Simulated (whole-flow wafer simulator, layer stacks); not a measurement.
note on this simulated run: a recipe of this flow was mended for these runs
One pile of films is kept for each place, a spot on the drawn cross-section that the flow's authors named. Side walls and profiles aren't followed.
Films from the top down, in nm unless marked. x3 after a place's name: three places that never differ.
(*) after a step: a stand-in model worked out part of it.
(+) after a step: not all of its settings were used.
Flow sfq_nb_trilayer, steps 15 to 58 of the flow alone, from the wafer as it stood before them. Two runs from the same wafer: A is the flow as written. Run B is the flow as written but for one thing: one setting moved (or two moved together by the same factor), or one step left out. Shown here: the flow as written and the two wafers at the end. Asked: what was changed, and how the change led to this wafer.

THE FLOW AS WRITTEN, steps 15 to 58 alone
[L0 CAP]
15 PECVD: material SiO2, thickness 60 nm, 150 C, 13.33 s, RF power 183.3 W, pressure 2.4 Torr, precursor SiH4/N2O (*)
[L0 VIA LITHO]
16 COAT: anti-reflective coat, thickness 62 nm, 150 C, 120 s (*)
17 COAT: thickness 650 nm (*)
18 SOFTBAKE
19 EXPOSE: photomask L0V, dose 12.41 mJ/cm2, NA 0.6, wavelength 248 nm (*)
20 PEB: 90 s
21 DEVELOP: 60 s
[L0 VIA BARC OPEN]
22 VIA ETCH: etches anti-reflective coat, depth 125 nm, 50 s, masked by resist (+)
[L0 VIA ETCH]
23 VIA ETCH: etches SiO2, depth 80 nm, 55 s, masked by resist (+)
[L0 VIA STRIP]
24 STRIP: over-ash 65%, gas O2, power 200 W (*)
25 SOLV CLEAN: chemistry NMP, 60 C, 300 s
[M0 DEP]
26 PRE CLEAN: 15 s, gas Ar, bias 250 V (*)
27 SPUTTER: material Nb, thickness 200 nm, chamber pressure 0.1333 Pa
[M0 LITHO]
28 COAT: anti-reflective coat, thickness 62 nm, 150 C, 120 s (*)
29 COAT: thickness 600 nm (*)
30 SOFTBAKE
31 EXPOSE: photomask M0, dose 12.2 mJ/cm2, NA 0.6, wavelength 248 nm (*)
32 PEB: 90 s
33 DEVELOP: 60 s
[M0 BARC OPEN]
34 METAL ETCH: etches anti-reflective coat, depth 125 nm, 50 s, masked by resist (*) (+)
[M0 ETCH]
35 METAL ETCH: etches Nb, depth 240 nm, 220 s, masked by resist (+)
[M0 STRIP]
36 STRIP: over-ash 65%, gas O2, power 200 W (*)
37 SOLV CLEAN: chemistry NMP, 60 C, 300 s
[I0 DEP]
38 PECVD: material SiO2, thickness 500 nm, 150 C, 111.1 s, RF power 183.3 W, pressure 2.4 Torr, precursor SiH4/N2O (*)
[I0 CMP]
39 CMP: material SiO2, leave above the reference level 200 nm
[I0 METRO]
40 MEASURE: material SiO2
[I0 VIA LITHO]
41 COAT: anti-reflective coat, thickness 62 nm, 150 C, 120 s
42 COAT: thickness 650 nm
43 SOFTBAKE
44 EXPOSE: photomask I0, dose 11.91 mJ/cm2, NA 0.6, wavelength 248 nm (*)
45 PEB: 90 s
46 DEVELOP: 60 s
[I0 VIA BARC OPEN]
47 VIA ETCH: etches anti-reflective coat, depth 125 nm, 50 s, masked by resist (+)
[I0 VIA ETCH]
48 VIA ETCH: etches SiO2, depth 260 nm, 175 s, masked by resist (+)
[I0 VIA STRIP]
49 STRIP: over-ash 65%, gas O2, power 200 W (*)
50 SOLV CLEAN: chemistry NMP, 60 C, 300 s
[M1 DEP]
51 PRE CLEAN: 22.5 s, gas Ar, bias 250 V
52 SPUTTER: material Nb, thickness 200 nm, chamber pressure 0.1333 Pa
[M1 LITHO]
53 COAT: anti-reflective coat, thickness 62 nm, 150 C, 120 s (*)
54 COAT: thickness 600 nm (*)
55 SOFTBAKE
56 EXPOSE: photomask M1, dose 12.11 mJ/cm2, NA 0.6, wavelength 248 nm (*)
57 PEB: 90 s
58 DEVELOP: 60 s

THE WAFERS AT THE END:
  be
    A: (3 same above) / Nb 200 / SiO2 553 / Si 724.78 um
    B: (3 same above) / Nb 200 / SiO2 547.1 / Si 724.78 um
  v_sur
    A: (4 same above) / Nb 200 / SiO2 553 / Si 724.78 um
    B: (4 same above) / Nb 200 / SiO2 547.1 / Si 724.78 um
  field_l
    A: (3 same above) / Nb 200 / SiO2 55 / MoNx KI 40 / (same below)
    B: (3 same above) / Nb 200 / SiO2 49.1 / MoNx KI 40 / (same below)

The cause: step 15, PECVD: pressure 2.78 Torr was run, where the flow has pressure 2.4 Torr.

How the change led to this, step by step:
  15 PECVD: material SiO2, thickness 60 nm, 150 C, 13.33 s, RF power 183.3 W, pressure 2.4 Torr, precursor SiH4/N2O (*)
      v_sur, via_wl, via_w and 97 more: A SiO2 +60 | B SiO2 +54.1
      field_l, l0_sur, l0v, l0r_line_l, l0r_line_c, l0r_line_r: A SiO2 +60 (new film) | B SiO2 +54.1 (new film)
  23 VIA ETCH: etches SiO2, depth 80 nm, 55 s, masked by resist (+)
      l0v: A SiO2 -59.7 (all of it), MoNx KI -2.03 | B SiO2 -53.8 (all of it), MoNx KI -2.62
  28 COAT: anti-reflective coat, thickness 62 nm, 150 C, 120 s (*)
      l0_sur: A anti-reflective coat +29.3 (new film) | B anti-reflective coat +31 (new film)
      l0v: A anti-reflective coat +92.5 (new film) | B anti-reflective coat +89.8 (new film)
  36 STRIP: over-ash 65%, gas O2, power 200 W (*)
      l0_sur: A KrF-resist-other-grade -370 (all of it), anti-reflective coat -29.3 (all of it) | B KrF-resist-other-grade -369.1 (all of it), anti-reflective coat -31 (all of it)
      l0v: A KrF-resist-other-grade -374.1 (all of it), anti-reflective coat -92.5 (all of it) | B KrF-resist-other-grade -371.7 (all of it), anti-reflective coat -89.8 (all of it)
  39 CMP: material SiO2, leave above the reference level 200 nm
      l0v: A SiO2 -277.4 | B SiO2 -283.6
